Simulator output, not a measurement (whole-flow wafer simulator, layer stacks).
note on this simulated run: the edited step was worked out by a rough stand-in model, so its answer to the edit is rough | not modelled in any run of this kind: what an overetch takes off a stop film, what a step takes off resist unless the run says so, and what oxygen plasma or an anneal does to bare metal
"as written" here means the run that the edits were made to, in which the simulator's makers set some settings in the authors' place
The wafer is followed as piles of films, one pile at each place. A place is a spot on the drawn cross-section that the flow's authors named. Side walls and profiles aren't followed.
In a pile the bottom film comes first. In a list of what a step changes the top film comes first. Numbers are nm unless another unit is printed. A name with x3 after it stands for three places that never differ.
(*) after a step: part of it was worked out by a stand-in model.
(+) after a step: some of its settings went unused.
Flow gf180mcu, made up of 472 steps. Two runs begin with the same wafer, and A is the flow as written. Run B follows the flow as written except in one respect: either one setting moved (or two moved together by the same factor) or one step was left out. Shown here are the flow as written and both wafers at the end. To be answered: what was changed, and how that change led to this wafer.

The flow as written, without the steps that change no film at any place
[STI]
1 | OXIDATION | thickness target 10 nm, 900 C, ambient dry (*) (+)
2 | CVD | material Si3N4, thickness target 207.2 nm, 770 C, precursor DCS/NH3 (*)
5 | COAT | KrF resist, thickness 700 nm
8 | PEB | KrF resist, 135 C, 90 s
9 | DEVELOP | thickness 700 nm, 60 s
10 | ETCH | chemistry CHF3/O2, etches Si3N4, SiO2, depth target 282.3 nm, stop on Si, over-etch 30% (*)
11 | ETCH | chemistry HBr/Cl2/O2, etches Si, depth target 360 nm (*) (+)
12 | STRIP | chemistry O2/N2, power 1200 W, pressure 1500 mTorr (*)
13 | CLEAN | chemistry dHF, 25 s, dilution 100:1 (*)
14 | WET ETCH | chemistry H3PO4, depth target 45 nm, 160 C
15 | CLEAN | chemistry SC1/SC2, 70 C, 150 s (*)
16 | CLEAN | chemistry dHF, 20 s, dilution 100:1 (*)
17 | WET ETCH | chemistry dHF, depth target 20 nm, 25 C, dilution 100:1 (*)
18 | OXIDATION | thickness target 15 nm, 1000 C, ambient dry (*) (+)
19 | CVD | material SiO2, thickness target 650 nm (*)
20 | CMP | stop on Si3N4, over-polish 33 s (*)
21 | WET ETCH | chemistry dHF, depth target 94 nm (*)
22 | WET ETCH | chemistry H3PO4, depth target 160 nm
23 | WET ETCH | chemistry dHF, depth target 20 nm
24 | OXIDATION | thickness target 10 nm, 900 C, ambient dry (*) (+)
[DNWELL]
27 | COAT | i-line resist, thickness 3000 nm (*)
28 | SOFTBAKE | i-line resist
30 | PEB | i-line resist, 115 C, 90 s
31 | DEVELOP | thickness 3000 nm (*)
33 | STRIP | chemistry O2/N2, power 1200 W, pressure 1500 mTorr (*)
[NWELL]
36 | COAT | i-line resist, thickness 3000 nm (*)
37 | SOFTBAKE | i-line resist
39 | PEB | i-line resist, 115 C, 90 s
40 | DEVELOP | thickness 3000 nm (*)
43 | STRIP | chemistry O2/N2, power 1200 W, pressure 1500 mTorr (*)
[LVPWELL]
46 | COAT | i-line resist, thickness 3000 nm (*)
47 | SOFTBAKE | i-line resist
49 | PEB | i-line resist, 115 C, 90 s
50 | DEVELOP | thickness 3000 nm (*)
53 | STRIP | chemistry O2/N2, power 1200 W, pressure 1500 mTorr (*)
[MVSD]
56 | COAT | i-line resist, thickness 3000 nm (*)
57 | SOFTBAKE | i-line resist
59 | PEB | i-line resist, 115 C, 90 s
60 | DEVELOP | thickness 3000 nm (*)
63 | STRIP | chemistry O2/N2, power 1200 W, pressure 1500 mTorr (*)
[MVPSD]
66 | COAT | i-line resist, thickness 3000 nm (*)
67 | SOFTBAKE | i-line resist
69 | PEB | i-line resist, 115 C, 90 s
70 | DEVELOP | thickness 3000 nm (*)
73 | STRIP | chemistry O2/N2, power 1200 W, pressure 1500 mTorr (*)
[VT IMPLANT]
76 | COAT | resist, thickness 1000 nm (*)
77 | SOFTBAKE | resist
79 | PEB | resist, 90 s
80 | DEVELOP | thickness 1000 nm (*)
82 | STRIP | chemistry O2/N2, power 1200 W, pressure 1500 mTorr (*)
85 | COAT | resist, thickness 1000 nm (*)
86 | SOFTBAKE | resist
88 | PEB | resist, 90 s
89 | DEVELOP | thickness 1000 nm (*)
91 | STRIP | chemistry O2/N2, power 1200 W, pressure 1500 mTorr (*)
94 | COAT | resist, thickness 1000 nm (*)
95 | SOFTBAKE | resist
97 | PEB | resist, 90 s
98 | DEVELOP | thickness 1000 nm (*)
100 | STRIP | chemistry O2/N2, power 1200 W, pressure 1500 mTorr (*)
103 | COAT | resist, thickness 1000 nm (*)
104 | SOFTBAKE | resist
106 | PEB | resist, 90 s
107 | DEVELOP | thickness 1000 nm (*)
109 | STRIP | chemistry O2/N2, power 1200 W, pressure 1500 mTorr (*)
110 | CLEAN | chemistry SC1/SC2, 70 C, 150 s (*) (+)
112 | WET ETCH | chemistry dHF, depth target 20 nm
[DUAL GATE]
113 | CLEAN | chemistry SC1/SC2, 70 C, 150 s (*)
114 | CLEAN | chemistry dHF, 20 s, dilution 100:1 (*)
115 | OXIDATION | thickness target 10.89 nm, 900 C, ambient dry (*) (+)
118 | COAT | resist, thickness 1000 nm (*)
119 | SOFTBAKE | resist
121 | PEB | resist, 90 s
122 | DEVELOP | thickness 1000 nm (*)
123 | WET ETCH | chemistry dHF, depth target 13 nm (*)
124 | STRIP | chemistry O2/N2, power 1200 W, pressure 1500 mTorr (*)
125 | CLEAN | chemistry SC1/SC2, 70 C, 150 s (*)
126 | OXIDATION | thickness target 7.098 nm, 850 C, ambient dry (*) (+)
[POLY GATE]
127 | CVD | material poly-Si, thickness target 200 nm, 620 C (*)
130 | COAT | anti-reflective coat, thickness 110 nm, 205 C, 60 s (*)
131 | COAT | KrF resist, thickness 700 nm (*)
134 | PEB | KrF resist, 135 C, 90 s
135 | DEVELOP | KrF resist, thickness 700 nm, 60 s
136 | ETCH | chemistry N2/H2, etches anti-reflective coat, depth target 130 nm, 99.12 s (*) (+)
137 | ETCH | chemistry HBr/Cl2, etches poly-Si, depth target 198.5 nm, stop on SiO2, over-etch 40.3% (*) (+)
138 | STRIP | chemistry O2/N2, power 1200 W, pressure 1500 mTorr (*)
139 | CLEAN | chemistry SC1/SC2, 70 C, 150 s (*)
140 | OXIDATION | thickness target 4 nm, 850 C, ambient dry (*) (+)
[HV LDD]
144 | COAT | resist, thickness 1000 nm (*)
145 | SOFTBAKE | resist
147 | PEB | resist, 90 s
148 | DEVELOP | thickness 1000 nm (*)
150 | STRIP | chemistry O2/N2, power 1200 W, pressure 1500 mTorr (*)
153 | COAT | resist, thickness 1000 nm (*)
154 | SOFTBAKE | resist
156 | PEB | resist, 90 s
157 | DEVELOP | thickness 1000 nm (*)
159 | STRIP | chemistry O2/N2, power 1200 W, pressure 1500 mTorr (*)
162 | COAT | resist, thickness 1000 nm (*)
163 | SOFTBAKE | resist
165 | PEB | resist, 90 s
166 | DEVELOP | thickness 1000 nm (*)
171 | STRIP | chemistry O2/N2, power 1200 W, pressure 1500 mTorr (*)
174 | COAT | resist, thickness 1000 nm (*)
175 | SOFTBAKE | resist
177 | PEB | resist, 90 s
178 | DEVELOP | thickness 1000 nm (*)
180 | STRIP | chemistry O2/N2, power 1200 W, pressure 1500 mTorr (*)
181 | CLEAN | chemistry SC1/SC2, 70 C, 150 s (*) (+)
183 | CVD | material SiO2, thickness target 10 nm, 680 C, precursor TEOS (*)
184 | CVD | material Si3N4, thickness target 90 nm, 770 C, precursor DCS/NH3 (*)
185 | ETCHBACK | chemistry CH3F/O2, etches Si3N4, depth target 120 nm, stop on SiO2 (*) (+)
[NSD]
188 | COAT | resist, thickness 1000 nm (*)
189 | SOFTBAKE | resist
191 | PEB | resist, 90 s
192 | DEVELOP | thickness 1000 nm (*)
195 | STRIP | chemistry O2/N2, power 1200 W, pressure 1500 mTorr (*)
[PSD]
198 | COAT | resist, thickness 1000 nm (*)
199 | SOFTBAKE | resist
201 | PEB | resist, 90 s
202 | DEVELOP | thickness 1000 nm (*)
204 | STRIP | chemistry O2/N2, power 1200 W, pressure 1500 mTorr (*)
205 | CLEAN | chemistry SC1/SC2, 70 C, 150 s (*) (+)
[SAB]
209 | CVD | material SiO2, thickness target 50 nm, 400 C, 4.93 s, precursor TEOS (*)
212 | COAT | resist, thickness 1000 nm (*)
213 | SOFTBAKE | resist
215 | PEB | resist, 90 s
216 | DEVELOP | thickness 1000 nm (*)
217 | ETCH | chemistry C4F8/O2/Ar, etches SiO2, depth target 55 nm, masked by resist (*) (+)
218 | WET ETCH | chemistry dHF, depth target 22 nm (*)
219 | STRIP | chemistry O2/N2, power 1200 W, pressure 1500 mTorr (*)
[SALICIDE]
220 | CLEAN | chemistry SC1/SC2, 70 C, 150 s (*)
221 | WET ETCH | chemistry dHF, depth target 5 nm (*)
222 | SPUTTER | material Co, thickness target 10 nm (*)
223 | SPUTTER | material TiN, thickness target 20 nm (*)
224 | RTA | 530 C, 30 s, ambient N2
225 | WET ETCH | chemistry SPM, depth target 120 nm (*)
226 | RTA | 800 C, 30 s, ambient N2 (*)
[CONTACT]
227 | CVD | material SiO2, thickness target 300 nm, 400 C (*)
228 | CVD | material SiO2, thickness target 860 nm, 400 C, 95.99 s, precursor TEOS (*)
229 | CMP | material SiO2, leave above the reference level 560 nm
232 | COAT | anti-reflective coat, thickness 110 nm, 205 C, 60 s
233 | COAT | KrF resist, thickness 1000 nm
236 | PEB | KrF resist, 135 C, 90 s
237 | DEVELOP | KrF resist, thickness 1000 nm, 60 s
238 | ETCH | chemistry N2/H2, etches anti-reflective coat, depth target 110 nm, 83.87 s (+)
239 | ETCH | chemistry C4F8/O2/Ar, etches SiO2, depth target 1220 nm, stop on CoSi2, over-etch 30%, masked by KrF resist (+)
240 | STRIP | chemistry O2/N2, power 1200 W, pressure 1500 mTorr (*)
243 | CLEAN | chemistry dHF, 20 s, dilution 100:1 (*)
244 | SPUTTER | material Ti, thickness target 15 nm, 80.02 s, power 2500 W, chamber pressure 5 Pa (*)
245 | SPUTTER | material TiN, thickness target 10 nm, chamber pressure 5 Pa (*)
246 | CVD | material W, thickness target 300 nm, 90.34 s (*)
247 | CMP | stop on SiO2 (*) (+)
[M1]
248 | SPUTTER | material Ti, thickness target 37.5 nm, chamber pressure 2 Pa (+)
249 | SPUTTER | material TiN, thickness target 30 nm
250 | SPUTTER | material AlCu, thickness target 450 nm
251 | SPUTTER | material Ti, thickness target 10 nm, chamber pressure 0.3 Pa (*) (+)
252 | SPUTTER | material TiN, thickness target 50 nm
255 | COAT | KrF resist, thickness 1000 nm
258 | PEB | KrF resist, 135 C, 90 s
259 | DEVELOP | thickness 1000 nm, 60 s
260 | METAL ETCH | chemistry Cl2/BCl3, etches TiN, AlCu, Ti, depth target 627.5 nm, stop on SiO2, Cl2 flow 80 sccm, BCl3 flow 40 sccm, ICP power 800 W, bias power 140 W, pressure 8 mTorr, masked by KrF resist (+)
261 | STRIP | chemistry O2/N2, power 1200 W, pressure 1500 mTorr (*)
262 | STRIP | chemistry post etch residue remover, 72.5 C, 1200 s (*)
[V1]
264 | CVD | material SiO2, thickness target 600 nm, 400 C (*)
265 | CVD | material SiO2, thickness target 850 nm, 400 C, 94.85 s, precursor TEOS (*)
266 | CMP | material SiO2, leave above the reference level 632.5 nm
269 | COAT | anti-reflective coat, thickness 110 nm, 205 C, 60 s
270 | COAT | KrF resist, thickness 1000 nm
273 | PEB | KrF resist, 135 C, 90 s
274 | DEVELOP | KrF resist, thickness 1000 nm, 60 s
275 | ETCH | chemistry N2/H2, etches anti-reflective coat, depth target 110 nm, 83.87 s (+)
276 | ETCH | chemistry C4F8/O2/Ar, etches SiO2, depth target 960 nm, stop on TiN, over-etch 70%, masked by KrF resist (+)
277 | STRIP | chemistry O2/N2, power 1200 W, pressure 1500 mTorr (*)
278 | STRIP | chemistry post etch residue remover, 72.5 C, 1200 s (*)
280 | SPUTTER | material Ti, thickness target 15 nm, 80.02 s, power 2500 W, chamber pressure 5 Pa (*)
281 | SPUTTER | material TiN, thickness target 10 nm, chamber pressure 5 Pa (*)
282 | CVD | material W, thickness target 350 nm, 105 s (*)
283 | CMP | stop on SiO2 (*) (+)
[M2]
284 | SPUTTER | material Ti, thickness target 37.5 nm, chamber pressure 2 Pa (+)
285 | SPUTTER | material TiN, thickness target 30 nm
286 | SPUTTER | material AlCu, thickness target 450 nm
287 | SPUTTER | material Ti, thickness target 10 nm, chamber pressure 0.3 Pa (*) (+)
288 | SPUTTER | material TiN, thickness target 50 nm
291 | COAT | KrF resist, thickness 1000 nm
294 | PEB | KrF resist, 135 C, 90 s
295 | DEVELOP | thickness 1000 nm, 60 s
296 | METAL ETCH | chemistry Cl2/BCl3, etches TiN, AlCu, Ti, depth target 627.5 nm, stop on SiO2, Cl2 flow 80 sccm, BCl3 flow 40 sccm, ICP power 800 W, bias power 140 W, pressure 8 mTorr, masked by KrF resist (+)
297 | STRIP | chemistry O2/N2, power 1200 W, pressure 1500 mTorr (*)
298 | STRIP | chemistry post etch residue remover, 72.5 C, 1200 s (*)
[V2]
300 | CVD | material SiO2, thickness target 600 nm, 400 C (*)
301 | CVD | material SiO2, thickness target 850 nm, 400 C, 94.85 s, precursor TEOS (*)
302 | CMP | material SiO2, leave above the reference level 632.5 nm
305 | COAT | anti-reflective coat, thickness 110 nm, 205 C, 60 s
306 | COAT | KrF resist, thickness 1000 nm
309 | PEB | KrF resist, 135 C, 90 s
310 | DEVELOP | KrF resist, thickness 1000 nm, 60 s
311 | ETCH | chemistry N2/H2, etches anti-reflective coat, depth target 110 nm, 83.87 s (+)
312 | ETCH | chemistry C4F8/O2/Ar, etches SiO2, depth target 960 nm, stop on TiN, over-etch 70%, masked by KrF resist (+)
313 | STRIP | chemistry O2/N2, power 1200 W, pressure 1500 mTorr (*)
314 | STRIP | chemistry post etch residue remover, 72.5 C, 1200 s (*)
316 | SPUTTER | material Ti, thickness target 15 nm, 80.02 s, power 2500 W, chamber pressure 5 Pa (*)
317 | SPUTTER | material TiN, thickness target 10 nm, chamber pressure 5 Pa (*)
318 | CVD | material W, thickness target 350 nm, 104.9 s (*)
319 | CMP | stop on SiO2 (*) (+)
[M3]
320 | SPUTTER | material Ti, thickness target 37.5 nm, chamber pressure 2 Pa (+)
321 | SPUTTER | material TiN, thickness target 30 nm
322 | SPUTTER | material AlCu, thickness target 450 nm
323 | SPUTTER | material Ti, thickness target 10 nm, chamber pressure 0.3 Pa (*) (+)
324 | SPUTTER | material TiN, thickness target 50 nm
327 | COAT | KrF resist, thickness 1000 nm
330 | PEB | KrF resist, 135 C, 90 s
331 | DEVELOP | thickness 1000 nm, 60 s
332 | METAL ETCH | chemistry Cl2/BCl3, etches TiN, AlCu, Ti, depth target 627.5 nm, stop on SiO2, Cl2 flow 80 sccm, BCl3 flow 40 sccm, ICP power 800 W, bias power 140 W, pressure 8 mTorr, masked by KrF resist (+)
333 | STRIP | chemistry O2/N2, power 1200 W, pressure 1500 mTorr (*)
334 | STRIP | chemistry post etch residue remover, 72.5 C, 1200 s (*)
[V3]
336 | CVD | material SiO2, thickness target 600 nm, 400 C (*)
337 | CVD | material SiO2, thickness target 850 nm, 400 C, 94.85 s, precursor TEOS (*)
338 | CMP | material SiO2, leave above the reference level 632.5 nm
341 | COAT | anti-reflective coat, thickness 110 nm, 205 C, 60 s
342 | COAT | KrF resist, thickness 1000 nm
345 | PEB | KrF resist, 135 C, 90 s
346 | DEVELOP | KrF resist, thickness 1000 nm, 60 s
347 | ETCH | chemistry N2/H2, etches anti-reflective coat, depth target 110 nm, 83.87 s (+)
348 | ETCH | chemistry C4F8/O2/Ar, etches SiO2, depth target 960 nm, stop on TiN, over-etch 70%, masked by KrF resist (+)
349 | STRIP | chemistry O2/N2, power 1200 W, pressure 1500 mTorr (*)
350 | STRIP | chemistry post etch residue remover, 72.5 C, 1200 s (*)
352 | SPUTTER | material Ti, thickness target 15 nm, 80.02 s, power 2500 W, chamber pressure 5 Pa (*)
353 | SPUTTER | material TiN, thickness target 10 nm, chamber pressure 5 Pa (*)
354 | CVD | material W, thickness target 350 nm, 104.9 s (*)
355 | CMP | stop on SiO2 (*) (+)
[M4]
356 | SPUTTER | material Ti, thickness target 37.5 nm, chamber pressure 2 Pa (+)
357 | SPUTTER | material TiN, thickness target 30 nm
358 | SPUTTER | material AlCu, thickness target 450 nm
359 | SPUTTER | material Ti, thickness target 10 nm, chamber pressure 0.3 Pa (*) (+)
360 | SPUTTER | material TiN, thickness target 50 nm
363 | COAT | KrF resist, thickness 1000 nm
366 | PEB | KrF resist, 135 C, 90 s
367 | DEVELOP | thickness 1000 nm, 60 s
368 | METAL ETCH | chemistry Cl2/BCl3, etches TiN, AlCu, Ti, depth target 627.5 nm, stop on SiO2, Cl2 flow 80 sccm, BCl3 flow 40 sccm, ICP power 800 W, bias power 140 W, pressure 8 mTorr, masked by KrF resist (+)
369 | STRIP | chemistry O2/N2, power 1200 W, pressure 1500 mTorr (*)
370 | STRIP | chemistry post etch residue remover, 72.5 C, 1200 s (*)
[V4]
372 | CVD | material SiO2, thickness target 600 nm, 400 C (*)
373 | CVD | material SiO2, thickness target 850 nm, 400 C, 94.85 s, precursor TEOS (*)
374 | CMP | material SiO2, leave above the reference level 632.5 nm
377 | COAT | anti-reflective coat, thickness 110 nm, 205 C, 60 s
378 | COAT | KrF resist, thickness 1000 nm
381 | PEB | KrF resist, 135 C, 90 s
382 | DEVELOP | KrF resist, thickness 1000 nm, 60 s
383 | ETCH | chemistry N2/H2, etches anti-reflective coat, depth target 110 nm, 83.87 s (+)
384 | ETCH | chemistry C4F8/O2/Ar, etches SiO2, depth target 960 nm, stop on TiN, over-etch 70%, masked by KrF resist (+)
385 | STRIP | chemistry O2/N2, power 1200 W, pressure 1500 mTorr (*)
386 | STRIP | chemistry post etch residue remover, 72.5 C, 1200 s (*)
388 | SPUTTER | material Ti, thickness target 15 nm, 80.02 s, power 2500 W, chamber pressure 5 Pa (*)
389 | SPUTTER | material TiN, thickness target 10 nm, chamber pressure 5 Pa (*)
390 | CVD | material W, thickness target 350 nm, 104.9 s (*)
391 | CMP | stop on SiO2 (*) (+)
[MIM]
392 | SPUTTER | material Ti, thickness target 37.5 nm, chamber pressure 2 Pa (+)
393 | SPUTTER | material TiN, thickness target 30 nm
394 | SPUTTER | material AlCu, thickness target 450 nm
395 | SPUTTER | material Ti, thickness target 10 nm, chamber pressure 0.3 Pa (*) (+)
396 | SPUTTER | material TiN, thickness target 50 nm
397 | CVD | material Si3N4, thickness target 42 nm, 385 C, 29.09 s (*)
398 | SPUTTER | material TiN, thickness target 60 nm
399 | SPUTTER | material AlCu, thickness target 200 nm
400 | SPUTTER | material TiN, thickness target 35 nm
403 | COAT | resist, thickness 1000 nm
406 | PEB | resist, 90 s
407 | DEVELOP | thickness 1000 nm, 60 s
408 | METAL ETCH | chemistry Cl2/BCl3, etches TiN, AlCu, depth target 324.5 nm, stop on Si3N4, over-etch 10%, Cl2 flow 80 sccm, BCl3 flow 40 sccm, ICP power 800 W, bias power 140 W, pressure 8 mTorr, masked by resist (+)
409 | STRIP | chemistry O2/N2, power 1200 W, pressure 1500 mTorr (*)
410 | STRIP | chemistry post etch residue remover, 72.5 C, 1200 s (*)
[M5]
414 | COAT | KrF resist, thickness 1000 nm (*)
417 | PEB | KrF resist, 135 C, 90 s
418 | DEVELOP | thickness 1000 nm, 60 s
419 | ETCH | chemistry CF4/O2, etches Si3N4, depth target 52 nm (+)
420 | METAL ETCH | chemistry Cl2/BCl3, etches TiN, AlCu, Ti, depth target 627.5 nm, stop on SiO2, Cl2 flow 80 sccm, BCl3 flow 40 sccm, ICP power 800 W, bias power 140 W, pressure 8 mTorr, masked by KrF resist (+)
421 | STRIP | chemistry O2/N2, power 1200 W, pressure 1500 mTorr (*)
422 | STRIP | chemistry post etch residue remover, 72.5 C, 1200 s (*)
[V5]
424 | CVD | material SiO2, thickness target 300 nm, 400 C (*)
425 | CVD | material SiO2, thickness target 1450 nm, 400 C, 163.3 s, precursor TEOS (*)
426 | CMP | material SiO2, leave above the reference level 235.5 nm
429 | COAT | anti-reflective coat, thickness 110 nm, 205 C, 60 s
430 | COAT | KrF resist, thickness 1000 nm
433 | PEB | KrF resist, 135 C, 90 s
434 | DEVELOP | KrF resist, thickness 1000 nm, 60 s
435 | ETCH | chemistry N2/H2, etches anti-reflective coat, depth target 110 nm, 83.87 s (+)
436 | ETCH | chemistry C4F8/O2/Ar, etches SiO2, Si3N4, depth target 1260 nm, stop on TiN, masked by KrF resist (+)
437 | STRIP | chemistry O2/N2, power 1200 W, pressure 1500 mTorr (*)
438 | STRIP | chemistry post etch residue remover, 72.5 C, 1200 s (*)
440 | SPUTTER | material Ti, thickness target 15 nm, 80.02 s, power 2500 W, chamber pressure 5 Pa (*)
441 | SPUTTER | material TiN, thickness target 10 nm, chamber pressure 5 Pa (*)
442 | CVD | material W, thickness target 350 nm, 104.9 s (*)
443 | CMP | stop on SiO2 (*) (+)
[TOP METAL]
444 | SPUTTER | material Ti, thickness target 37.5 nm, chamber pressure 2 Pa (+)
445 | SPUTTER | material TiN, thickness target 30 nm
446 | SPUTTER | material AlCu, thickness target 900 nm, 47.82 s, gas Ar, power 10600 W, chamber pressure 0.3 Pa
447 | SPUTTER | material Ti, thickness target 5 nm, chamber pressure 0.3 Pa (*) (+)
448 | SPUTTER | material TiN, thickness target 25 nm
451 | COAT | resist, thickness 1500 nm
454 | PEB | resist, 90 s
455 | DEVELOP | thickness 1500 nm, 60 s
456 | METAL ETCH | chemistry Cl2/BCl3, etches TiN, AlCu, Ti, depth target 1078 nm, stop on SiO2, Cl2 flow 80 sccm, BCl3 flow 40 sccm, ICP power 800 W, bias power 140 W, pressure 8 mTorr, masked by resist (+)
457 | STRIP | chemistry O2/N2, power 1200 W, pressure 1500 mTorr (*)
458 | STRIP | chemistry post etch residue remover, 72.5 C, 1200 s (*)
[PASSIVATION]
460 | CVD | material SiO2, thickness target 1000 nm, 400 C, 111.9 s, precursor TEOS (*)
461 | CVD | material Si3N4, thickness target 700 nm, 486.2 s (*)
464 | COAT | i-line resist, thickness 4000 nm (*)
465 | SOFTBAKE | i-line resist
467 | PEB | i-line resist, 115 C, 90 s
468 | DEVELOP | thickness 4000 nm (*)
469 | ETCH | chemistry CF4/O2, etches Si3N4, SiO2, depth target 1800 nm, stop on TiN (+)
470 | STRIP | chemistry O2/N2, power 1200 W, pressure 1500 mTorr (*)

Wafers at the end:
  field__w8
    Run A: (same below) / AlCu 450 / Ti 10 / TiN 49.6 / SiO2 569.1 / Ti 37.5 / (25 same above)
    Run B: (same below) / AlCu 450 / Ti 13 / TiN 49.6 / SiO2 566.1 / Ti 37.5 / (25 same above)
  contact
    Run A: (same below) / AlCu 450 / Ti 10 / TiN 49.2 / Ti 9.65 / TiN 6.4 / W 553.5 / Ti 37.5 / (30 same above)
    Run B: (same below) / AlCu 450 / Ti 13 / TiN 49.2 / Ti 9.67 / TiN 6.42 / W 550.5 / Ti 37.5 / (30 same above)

The reason: step 287, SPUTTER: thickness target 13 nm was run, while the flow as written has thickness target 10 nm.
The wafer lets one read it off: field__w8 has Ti 13, and step 287 as written asks for 10 nm.

Step by step, how the change led to this:
  287 | SPUTTER | material Ti, thickness target 10 nm, chamber pressure 0.3 Pa (*) (+)
      field, field__w1, field__w2 and 108 more: A +10 Ti (new film) | B +13 Ti (new film)
  296 | METAL ETCH | chemistry Cl2/BCl3, etches TiN, AlCu, Ti, depth target 627.5 nm, stop on SiO2, Cl2 flow 80 sccm, BCl3 flow 40 sccm, ICP power 800 W, bias power 140 W, pressure 8 mTorr, masked by KrF resist (+)
      field, field__w1, field__w2 and 103 more: A -50 TiN (all of it), -10 Ti (all of it), -450 AlCu (all of it), -30 TiN (all of it), -37.5 Ti (all of it) | B -50 TiN (all of it), -13 Ti (all of it), -450 AlCu (all of it), -30 TiN (all of it), -37.5 Ti (all of it)
